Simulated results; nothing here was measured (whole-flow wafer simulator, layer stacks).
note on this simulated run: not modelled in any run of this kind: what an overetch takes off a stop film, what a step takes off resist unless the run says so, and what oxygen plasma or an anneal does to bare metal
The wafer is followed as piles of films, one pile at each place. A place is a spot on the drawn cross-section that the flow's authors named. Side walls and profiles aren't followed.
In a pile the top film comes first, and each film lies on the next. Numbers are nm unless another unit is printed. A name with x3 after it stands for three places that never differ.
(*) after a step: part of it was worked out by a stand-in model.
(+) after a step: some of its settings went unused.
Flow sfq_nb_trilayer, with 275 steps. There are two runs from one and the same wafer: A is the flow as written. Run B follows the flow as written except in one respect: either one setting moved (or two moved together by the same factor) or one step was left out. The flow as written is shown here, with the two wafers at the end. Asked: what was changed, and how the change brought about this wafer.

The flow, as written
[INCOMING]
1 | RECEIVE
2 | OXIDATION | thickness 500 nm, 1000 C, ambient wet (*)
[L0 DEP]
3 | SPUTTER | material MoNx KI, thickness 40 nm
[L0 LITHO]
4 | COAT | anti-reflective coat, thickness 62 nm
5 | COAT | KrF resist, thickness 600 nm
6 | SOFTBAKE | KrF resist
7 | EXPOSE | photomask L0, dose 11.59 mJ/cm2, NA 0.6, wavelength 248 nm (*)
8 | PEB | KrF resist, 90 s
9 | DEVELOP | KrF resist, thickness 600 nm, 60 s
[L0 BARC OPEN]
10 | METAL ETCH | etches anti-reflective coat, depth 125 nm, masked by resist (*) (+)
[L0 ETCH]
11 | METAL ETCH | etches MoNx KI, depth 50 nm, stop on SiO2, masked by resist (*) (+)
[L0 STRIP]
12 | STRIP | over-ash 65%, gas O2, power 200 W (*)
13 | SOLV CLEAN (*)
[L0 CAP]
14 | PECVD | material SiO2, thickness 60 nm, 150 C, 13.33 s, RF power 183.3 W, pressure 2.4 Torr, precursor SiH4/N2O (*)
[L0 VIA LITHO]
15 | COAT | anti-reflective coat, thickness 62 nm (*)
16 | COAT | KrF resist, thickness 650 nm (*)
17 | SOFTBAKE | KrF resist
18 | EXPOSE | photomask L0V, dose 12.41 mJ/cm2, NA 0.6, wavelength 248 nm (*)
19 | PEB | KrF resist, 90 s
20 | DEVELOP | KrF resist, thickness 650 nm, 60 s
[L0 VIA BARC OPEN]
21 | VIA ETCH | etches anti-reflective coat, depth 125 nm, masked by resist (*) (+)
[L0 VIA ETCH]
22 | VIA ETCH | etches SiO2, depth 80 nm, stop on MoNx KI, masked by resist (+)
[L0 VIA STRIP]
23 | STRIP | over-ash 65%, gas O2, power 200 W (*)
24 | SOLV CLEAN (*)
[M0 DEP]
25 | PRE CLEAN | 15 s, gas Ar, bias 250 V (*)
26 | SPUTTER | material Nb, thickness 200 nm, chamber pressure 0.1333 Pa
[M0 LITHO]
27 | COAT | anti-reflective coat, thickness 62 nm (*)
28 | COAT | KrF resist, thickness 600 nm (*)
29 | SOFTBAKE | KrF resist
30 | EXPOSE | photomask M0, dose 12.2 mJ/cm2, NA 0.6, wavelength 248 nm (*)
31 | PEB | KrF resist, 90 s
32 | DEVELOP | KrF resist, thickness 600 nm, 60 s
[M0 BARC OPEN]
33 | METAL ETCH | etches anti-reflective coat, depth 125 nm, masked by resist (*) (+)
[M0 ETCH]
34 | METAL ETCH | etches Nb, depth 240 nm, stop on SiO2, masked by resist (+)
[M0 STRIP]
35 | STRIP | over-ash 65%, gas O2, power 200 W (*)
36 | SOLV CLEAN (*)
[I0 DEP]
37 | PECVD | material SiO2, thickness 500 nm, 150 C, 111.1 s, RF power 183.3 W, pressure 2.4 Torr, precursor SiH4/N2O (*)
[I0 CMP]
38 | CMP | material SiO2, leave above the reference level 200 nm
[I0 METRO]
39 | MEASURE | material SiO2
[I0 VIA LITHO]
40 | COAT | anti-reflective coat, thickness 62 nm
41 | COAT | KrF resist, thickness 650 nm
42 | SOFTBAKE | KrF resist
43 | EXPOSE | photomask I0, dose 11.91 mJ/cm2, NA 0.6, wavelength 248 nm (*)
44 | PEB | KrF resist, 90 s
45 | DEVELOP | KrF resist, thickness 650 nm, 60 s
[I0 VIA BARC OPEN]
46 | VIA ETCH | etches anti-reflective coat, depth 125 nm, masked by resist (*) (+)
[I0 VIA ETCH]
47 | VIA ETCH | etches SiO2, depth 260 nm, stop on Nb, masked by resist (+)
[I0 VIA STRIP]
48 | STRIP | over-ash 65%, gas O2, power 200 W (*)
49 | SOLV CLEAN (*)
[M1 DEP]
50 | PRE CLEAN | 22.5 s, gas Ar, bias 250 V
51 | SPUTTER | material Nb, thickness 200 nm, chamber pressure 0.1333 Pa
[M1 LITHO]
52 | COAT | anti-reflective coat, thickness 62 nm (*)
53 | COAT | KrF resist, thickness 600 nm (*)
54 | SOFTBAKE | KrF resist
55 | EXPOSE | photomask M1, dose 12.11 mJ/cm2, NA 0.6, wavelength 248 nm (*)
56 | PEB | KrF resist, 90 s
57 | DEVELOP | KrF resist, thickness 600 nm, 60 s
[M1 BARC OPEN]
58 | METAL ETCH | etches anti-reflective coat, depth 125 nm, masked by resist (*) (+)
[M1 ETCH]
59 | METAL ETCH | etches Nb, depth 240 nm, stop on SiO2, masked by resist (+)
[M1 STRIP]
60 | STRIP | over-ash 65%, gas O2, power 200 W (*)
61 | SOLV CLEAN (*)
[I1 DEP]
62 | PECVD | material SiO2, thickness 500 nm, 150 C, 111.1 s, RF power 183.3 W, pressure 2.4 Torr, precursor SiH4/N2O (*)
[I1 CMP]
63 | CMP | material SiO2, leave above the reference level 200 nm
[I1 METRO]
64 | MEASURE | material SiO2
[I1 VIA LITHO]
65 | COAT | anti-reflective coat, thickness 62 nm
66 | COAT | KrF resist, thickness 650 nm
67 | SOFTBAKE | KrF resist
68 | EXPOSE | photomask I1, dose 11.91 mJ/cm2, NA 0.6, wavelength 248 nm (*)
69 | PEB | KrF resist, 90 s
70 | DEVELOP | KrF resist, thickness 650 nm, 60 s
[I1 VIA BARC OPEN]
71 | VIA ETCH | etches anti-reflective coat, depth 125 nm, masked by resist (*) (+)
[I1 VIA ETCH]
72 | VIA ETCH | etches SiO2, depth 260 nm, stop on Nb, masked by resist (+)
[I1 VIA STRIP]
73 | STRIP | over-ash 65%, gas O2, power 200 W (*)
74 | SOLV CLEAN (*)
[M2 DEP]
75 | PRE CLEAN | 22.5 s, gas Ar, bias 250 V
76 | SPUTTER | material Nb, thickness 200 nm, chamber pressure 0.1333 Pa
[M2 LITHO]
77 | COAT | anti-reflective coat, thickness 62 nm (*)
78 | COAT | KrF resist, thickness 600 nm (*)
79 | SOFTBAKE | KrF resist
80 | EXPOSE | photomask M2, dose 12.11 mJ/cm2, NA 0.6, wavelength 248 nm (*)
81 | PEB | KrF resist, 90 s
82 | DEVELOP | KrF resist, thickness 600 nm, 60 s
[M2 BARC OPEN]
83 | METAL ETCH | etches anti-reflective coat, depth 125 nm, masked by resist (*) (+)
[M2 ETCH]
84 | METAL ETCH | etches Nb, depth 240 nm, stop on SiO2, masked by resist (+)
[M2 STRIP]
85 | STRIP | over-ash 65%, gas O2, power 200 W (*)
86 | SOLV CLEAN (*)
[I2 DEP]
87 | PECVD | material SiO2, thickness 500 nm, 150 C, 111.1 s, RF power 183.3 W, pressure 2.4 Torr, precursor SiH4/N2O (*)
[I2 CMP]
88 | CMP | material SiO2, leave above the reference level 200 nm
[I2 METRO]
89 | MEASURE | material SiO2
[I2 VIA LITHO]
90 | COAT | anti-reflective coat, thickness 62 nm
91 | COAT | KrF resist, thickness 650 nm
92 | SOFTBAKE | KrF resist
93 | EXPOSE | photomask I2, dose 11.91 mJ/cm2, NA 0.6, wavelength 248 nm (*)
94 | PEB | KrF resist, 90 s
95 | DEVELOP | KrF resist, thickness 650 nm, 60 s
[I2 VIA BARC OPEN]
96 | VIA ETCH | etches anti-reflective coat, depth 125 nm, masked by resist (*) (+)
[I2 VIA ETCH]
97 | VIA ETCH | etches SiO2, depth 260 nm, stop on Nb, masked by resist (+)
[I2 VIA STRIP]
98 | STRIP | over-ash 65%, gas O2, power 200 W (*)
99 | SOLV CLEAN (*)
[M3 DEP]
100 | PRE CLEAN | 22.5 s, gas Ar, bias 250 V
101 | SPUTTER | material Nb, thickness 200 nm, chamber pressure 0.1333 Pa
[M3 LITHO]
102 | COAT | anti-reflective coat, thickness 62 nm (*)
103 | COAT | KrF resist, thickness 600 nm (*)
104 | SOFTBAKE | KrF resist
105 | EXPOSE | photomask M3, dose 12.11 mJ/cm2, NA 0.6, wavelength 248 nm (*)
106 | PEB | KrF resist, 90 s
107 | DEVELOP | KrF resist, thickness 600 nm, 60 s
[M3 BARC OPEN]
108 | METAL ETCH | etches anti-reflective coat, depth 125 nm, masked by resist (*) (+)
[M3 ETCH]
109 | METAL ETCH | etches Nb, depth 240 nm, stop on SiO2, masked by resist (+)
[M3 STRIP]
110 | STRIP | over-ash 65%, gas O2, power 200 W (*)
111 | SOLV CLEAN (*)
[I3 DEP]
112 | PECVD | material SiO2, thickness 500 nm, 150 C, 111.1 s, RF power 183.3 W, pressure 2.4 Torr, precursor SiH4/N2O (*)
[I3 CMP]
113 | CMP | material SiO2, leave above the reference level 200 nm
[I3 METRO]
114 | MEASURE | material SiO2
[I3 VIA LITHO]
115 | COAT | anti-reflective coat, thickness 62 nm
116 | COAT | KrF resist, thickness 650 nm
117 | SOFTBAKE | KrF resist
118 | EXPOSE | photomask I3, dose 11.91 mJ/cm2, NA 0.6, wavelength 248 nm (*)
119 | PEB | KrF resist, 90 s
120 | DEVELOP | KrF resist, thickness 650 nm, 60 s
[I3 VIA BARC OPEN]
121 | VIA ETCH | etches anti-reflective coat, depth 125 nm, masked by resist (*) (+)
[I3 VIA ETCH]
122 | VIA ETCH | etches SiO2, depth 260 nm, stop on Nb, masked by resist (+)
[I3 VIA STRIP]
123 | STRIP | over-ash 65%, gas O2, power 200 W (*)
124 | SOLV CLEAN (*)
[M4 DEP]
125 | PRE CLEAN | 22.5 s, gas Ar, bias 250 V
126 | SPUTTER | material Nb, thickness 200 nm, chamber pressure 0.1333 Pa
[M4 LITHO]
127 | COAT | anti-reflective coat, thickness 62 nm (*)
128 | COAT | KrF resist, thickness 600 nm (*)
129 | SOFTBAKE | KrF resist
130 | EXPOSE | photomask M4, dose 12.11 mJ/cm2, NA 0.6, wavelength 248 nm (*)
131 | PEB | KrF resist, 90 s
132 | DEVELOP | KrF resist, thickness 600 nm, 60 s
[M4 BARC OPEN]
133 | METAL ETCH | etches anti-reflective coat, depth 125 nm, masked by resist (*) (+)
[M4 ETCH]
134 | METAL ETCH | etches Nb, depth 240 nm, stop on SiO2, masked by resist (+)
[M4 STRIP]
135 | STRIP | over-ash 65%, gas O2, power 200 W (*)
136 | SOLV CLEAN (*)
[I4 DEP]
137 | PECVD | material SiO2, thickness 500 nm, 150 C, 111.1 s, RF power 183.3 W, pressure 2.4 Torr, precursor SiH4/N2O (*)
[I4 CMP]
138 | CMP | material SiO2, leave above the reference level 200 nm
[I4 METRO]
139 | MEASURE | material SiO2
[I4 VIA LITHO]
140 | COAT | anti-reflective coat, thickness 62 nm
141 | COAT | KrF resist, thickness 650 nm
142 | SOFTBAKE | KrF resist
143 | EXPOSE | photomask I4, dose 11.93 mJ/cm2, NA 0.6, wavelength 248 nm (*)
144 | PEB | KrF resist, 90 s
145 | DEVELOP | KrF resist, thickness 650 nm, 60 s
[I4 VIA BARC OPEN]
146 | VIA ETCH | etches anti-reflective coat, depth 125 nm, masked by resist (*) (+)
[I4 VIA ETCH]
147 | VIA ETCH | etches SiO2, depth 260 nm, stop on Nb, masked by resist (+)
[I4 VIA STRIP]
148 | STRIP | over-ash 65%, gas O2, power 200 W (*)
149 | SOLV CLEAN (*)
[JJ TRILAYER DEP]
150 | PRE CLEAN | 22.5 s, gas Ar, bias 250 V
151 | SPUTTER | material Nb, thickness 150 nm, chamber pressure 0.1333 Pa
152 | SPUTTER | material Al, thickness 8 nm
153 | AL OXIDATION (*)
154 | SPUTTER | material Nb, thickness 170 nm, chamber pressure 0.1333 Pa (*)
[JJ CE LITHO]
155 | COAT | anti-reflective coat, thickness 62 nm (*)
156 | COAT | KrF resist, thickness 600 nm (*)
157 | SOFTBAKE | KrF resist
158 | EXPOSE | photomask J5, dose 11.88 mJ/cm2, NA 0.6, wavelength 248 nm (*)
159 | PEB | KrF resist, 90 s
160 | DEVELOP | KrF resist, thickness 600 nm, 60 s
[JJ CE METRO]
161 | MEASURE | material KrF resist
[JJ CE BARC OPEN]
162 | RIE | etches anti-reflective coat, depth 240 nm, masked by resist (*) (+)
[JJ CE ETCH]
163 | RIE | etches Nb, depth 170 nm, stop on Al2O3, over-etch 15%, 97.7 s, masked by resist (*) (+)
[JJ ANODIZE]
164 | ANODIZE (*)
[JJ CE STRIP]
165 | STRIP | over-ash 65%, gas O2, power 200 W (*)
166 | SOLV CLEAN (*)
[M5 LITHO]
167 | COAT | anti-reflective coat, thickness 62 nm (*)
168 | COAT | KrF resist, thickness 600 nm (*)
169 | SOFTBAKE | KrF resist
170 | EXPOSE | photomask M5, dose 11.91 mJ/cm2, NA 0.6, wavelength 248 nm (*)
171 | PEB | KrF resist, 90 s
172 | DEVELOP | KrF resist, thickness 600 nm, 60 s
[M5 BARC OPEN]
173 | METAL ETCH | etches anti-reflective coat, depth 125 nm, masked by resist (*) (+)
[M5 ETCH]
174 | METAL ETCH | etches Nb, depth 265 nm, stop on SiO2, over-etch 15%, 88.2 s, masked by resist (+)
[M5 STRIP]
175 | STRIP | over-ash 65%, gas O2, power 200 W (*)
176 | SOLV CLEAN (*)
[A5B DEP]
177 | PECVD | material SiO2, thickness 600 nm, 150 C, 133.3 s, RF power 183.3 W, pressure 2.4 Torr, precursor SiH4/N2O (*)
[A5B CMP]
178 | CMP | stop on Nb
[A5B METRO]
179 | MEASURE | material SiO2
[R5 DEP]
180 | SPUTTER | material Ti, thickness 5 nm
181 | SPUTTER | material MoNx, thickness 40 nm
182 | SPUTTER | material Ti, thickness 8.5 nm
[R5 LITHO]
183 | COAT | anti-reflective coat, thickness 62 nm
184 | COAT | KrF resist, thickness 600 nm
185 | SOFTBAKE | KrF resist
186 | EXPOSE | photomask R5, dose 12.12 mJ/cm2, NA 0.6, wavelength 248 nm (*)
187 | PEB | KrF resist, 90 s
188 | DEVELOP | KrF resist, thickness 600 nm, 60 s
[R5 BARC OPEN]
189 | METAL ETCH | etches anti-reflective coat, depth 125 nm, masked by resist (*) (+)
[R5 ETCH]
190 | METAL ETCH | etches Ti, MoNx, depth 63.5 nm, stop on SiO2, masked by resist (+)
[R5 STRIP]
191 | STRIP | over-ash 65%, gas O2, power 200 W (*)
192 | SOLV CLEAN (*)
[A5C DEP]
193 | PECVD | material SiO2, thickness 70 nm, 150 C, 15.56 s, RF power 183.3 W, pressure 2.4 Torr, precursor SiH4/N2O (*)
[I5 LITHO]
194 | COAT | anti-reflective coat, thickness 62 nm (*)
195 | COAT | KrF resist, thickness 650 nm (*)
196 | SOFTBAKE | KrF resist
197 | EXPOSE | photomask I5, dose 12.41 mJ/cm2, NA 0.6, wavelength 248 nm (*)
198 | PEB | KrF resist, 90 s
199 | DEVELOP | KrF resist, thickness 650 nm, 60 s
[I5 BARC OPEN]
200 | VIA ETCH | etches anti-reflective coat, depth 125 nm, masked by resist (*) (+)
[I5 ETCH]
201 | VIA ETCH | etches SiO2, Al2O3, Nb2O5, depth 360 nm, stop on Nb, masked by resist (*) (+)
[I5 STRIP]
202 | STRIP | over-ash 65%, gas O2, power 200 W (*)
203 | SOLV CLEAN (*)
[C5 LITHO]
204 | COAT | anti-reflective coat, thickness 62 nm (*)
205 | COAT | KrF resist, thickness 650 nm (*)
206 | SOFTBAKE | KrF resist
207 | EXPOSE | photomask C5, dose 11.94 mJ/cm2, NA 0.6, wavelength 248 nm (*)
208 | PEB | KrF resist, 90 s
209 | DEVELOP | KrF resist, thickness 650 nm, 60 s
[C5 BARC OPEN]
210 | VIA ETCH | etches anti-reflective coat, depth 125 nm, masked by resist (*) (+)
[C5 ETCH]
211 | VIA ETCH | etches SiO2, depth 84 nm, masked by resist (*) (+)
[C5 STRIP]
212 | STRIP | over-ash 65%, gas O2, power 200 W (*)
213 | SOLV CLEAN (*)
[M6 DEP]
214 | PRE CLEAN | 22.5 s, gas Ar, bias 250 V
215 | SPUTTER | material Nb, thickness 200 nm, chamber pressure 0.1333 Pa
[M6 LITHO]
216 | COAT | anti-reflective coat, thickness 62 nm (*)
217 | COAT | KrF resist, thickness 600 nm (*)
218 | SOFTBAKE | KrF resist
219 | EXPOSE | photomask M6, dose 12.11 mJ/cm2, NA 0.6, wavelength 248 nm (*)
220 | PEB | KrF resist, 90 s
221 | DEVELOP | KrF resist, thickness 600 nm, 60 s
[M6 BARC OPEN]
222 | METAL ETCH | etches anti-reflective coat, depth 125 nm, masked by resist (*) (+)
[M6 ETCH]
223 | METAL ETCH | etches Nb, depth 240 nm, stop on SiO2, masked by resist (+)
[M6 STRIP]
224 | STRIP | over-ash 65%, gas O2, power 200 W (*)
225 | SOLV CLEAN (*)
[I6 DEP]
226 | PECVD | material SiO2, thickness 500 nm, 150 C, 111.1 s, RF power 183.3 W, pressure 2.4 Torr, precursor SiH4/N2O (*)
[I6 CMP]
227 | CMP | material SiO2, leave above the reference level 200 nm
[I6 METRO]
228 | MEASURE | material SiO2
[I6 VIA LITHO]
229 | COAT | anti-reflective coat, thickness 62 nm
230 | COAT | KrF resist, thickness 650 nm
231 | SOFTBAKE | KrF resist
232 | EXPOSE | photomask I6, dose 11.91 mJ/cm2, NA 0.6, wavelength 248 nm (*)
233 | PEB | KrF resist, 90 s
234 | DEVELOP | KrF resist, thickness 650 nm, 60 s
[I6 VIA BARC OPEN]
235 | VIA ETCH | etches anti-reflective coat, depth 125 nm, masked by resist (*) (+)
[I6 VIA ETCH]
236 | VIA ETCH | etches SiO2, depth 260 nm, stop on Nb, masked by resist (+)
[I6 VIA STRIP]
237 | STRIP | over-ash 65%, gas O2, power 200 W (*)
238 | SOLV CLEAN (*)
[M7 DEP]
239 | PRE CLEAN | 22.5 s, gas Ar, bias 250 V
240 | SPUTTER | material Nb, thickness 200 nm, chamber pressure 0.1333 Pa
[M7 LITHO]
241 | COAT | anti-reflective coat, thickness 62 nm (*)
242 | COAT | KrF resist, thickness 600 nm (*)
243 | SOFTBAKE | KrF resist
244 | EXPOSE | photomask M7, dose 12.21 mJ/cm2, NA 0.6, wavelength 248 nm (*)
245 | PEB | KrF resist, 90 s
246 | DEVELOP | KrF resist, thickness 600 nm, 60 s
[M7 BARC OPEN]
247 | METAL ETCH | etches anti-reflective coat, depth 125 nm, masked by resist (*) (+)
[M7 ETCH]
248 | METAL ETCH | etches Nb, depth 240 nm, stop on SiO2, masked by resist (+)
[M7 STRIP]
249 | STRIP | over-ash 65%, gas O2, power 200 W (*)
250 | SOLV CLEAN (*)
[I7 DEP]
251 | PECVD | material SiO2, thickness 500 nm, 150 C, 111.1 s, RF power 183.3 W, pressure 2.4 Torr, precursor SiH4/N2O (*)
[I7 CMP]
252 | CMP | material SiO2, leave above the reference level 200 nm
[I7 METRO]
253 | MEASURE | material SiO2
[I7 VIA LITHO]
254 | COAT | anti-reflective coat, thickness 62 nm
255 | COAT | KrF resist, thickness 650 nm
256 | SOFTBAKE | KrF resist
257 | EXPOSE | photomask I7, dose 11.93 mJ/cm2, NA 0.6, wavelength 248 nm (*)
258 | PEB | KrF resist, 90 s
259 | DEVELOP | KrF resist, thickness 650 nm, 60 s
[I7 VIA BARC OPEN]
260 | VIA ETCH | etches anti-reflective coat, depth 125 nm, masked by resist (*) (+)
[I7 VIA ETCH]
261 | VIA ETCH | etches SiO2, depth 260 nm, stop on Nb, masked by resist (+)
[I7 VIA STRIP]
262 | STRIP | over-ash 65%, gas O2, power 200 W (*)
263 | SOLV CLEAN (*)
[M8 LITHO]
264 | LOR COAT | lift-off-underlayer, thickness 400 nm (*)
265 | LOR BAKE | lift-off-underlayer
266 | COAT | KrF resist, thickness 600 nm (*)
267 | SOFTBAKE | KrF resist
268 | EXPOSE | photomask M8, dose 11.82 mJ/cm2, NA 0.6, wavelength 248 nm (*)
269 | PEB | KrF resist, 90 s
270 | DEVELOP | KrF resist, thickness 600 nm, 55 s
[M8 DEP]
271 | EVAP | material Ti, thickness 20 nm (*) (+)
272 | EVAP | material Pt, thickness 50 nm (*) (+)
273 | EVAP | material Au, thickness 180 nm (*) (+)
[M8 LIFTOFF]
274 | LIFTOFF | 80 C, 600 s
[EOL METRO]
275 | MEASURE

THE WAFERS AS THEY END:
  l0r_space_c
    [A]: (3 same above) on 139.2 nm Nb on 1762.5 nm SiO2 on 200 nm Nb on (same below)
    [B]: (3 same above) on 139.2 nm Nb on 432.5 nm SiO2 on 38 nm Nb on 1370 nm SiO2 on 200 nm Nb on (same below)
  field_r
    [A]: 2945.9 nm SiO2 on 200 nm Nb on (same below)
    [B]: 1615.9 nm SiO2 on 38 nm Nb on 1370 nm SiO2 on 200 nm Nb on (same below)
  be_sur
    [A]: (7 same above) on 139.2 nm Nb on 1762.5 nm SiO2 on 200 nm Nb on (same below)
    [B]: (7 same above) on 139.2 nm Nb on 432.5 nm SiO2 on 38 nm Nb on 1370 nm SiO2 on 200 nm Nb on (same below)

The reason: step 126, SPUTTER: thickness 278 nm was run, whereas the flow has thickness 200 nm.

The path from the change to this, step by step:
  126 | SPUTTER | material Nb, thickness 200 nm, chamber pressure 0.1333 Pa
      field_l, v_sur, via_wl and 102 more: A Nb gains 200 (new film) | B Nb gains 278 (new film)
      via_v: A Nb gains 165.5 | B Nb gains 231.1
  134 | METAL ETCH | etches Nb, depth 240 nm, stop on SiO2, masked by resist (+)
      field_l, be, be_sur and 64 more: A Nb loses 200 (all of it) | B Nb loses 240
  137 | PECVD | material SiO2, thickness 500 nm, 150 C, 111.1 s, RF power 183.3 W, pressure 2.4 Torr, precursor SiH4/N2O (*)
      field_l, be, be_sur and 55 more: A SiO2 gains 500 | B SiO2 gains 500 (new film)
      p3_s0, p3_s1, p3_s2, p3_s3, p3_s4, p3_s5: A SiO2 gains 557.1 | B SiO2 gains 597.1 (new film)
      (also at 3 further places)
  138 | CMP | material SiO2, leave above the reference level 200 nm
      field_l, be, be_sur and 55 more: A SiO2 loses 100 | B SiO2 loses 60
      lsp_r, l0_sur, l0v: A SiO2 loses 91.9 | B SiO2 loses 50.3
      (also at 1 further place)
With metal films that touch counted as one body, l0r_space_c has 3 bodies (between them, from the top down: SiO2 432.5; SiO2 1370); the flow as written gives 2 bodies (between them, from the top down: SiO2 1762.5).
With metal films that touch counted as one body, field_r has 2 bodies (between them, from the top down: SiO2 1370); the flow as written gives 1 body.
With metal films that touch counted as one body, be_sur has 5 bodies (between them, from the top down: SiO2 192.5; SiO2 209 / Al2O3 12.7 / Nb2O5 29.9; SiO2 432.5; SiO2 1370); the flow as written gives 4 bodies (between them, from the top down: SiO2 192.5; SiO2 209 / Al2O3 12.7 / Nb2O5 29.9; SiO2 1762.5).
